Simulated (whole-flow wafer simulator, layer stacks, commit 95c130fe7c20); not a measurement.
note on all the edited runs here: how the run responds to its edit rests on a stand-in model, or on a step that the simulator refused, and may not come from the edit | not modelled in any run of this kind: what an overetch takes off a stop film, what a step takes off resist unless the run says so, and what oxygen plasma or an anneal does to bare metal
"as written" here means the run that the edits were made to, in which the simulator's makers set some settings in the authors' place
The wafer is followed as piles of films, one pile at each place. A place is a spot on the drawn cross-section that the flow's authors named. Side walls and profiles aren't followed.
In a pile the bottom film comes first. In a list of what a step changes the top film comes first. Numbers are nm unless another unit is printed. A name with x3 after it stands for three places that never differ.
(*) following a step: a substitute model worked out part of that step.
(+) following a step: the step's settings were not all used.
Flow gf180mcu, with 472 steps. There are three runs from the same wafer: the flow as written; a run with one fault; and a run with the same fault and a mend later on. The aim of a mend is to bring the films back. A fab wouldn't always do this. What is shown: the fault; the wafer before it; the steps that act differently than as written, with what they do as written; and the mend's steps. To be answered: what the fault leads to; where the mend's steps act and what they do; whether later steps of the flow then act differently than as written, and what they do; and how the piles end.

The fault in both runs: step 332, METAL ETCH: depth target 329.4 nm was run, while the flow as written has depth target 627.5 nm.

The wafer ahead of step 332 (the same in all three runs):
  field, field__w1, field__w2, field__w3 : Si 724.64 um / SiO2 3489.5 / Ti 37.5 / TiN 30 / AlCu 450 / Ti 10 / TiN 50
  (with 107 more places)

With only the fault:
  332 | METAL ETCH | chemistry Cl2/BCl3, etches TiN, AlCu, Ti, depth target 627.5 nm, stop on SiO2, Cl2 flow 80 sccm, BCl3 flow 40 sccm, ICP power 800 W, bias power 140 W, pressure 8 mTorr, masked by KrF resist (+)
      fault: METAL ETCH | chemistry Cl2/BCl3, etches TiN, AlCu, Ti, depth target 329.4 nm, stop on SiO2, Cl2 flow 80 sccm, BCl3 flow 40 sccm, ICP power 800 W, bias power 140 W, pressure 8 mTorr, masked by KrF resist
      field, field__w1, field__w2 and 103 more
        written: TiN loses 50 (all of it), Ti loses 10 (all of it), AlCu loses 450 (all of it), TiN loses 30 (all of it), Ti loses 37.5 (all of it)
        fault: TiN loses 50 (all of it), Ti loses 10 (all of it), AlCu loses 269.4
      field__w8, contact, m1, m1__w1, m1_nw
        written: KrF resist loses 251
        fault: KrF resist loses 131.8
  Steps later in the flow that act otherwise than as written:
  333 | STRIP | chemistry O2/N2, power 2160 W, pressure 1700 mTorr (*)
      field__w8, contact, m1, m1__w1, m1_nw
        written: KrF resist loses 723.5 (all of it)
        fault: KrF resist loses 842.8 (all of it)
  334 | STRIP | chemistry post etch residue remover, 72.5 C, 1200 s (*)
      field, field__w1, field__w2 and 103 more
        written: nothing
        fault: AlCu loses 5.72
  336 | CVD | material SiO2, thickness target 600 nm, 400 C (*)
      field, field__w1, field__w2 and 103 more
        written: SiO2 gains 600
        fault: SiO2 gains 600 (new film)
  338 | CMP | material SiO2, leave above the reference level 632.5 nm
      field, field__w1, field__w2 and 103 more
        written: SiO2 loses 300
        fault: SiO2 loses 542.4
  The piles end different from the flow's at field, field__w1, field__w2 and 104 more by more than 2% or 0.5 nm, whichever is larger.
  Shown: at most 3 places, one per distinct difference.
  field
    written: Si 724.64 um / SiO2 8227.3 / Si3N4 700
    fault: Si 724.64 um / SiO2 3489.5 / Ti 37.5 / TiN 30 / AlCu 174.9 / SiO2 4495.4 / Si3N4 700
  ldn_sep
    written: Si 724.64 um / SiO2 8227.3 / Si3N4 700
    fault: Si 724.64 um / SiO2 3489.4 / Ti 37.5 / TiN 30 / AlCu 174.9 / SiO2 4495.4 / Si3N4 700
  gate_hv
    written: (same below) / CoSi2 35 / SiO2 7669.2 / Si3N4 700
    fault: (same below) / CoSi2 35 / SiO2 2931.3 / Ti 37.5 / TiN 30 / AlCu 174.9 / SiO2 4495.4 / Si3N4 700

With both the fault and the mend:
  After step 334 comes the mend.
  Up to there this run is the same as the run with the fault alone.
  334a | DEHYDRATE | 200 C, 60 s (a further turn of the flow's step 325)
      does not change any film at any place that is followed
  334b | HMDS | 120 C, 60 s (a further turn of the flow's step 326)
      does not change any film at any place that is followed
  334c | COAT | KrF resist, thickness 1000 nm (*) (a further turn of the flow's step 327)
      iso_ptap_pw, iso_ntap_nw, iso_nw_fld and 33 more
        KrF resist gains 1000 (new film)
      field__w6, field__w10, field_sub__w2 and 13 more
        KrF resist gains 1002.1 (new film)
      field__w5, field__w9, field_sub and 7 more
        KrF resist gains 1002.2 (new film)
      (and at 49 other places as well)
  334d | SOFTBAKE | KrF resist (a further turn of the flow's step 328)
      does not change any film at any place that is followed
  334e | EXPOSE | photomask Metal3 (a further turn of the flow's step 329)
      does not change any film at any place that is followed
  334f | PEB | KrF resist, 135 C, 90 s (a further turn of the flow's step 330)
      field__w1, field__w2, field__w3 and 58 more
        KrF resist loses 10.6
      iso_ptap_pw, iso_ntap_nw, iso_nw_fld and 33 more
        KrF resist loses 10.5
      sd_p, gate_p, nw_sep_fld, polyc_n
        KrF resist loses 10.7
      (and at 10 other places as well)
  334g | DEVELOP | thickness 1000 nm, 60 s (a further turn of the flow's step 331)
      iso_ptap_pw, iso_ntap_nw, iso_nw_fld and 33 more
        KrF resist loses 989.5 (all of it)
      field__w5, field__w9, field__w10 and 10 more
        KrF resist loses 991.6 (all of it)
      field_sub, field_sub__w1, field_sub__w3 and 9 more
        KrF resist loses 991.7 (all of it)
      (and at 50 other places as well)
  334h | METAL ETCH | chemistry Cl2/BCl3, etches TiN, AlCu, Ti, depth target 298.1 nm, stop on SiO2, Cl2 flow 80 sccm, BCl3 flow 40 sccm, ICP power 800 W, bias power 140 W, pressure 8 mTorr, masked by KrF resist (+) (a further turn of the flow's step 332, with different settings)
      field, field__w1, field__w2 and 103 more
        AlCu loses 174.9 (all of it), TiN loses 30 (all of it), Ti loses 37.5 (all of it)
      field__w8, contact, m1, m1__w1, m1_nw
        KrF resist loses 119.2
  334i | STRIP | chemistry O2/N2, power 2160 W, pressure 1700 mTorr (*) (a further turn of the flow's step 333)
      field__w8, m1
        KrF resist loses 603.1 (all of it)
      contact
        KrF resist loses 601.3 (all of it)
      m1__w1
        KrF resist loses 611.6 (all of it)
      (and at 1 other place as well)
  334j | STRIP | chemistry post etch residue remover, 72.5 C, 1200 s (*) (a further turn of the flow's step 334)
      field__w8, contact, m1, m1__w1, m1_nw
        TiN loses 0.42
  Later steps of the flow that are run all act as written at every place that is followed, up to a difference of at most 2% or 0.5 nm, whichever is larger.
  The piles end only slightly different from the flow's at the places that both follow, by no more than 2% or 0.5 nm, whichever is larger.
